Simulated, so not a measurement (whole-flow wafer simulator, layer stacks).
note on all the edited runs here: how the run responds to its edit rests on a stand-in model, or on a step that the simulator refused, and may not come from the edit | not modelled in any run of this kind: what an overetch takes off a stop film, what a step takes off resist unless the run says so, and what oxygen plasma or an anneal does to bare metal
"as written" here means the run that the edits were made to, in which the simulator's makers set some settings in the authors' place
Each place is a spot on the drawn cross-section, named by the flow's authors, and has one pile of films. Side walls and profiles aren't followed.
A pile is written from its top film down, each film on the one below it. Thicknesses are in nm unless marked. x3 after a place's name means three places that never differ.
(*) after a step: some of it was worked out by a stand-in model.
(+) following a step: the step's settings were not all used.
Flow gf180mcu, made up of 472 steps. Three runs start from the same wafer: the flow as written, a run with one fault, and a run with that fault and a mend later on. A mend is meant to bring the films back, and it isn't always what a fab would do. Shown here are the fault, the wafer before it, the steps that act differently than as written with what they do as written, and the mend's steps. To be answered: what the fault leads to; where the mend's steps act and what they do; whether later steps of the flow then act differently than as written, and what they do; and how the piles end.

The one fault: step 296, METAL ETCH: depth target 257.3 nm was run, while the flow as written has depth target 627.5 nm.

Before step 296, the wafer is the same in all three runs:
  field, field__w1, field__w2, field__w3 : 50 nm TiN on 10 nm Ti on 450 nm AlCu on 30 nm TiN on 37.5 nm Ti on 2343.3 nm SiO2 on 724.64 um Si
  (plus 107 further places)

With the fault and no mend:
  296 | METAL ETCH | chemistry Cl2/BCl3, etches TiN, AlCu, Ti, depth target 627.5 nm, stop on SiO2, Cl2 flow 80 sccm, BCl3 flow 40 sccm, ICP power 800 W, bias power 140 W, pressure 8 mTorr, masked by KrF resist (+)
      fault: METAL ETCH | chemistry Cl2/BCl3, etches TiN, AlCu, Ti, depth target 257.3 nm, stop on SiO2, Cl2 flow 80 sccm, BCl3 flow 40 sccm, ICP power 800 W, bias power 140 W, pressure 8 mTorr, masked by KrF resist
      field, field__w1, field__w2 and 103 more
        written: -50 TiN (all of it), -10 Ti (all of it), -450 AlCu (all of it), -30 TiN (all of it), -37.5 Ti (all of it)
        fault: -50 TiN (all of it), -10 Ti (all of it), -197.3 AlCu
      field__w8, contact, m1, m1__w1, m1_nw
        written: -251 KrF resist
        fault: -102.9 KrF resist
  Later steps of the flow acting differently than as written:
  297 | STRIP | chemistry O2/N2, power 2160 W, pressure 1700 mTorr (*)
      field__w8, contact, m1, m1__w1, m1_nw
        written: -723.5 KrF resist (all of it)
        fault: -871.6 KrF resist (all of it)
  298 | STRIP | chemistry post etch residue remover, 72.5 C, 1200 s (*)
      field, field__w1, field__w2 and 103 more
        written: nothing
        fault: -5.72 AlCu
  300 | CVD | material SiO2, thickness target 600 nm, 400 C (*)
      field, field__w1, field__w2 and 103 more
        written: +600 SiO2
        fault: +600 SiO2 (new film)
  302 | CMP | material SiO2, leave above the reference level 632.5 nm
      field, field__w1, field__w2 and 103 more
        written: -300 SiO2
        fault: -614.5 SiO2
  At field, field__w1, field__w2 and 104 more, the piles at the end differ from the flow's by more than 2% or 0.5 nm, whichever is larger.
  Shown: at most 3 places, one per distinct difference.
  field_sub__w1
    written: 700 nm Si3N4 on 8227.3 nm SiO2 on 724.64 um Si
    fault: 700 nm Si3N4 on 5569.5 nm SiO2 on 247 nm AlCu on 30 nm TiN on 37.5 nm Ti on 2343.2 nm SiO2 on 724.64 um Si
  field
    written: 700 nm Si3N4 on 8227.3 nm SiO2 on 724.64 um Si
    fault: 700 nm Si3N4 on 5569.5 nm SiO2 on 247 nm AlCu on 30 nm TiN on 37.5 nm Ti on 2343.3 nm SiO2 on 724.64 um Si
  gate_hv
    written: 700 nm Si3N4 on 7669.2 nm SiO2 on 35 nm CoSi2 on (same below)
    fault: 700 nm Si3N4 on 5569.5 nm SiO2 on 247 nm AlCu on 30 nm TiN on 37.5 nm Ti on 1785.1 nm SiO2 on 35 nm CoSi2 on (same below)

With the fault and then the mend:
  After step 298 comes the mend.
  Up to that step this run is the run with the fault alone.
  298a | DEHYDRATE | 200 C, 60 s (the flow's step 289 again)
      does not change any film at any place that is followed
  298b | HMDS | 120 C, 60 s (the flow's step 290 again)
      does not change any film at any place that is followed
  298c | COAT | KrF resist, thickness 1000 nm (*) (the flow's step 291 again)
      iso_ptap_pw, iso_ntap_nw, iso_nw_fld and 33 more
        +1000 KrF resist (new film)
      field__w5, field__w9, field_sub__w1 and 15 more
        +1001.7 KrF resist (new film)
      field__w6, field_sub, p_well and 9 more
        +1001.8 KrF resist (new film)
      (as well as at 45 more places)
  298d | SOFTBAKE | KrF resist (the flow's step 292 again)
      does not change any film at any place that is followed
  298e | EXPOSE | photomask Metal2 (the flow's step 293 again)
      does not change any film at any place that is followed
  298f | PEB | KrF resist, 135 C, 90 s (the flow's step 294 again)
      field__w1, field__w2, field__w3 and 60 more
        -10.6 KrF resist
      iso_ptap_pw, iso_ntap_nw, iso_nw_fld and 33 more
        -10.5 KrF resist
      field__w8, m1
        -7.34 KrF resist
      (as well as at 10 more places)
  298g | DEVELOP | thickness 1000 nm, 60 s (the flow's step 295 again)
      iso_ptap_pw, iso_ntap_nw, iso_nw_fld and 33 more
        -989.5 KrF resist (all of it)
      field_sub__w2, field_sub__w4, ld_gate_n and 13 more
        -991.1 KrF resist (all of it)
      field__w5, field__w6, field__w9 and 9 more
        -991.2 KrF resist (all of it)
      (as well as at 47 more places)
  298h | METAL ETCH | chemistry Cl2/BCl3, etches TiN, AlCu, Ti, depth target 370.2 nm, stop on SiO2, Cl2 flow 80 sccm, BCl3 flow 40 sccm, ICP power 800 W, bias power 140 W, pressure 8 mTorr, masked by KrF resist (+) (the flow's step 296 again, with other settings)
      field, field__w1, field__w2 and 103 more
        -247 AlCu (all of it), -30 TiN (all of it), -37.5 Ti (all of it)
      field__w8, contact, m1, m1__w1, m1_nw
        -148.1 KrF resist
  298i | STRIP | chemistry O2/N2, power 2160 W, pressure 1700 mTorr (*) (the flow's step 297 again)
      field__w8
        -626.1 KrF resist (all of it)
      contact
        -624.6 KrF resist (all of it)
      m1
        -625.9 KrF resist (all of it)
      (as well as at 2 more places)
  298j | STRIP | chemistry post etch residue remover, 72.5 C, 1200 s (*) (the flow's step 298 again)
      field__w8, contact, m1, m1__w1, m1_nw
        -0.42 TiN
  Every later step of the flow that is run acts as written, at every place that is followed, to within 2% or 0.5 nm, whichever is larger.
  When the end is reached, the piles differ only a little from the flow's at the places that both follow, at most by 2% or 0.5 nm, whichever is larger.
